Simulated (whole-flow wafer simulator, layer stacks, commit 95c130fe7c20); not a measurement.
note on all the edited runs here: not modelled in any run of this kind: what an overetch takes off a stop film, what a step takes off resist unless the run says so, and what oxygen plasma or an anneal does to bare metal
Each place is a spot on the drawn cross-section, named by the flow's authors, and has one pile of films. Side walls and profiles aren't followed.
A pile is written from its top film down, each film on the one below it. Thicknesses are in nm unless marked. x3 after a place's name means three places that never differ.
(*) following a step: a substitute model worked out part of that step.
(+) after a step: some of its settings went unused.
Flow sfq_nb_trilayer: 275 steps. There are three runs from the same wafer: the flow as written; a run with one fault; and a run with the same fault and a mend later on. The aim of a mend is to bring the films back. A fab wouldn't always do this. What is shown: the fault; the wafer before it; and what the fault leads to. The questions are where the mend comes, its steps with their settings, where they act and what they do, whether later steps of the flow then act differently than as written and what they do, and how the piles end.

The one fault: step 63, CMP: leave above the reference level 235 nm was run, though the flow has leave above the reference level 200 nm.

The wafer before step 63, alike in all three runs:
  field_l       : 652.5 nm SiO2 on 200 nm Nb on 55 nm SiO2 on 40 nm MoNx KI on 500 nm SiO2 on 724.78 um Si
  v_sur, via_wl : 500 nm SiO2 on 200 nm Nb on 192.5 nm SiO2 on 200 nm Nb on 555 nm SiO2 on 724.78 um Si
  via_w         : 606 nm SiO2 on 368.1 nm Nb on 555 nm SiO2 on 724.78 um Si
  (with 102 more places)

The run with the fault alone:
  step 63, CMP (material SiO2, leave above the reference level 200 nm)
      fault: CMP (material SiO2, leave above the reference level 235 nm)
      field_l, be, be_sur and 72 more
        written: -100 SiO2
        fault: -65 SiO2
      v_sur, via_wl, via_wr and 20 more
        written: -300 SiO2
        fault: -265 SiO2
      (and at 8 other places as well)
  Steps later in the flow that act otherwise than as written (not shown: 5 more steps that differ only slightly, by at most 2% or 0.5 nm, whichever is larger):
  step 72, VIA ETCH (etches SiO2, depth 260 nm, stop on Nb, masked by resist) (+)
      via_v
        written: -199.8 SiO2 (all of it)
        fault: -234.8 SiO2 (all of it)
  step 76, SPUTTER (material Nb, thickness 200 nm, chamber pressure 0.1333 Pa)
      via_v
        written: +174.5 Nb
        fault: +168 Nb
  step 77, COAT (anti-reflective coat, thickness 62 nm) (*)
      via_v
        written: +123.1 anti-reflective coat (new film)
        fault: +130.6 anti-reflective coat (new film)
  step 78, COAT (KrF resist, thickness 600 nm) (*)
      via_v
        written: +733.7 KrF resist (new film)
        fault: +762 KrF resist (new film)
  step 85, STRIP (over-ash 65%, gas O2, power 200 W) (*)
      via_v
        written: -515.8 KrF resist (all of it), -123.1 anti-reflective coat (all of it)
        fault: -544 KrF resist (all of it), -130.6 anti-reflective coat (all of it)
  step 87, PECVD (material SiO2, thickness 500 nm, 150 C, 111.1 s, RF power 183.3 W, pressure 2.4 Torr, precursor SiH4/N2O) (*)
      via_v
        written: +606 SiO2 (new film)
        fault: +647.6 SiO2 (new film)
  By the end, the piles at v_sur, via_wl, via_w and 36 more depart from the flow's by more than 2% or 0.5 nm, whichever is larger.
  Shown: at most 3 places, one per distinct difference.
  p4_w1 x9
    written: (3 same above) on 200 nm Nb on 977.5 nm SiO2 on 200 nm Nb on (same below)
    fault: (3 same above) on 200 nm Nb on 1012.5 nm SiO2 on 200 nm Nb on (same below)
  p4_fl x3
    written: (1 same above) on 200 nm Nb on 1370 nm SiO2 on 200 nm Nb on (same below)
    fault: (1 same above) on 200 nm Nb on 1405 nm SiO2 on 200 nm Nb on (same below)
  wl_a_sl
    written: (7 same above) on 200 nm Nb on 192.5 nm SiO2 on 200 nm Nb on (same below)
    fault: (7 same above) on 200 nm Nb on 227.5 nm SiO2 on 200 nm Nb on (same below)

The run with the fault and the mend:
  The mend stands after step 64.
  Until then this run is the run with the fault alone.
  step 64a, CMP (material SiO2, leave above the reference level 200 nm) (a further turn of the flow's step 63)
      field_l, v_sur, via_wl and 103 more
        -35 SiO2
  Later steps of the flow that are run all act as written at every place that is followed.
  The piles end the same as the flow's at every place that both follow.
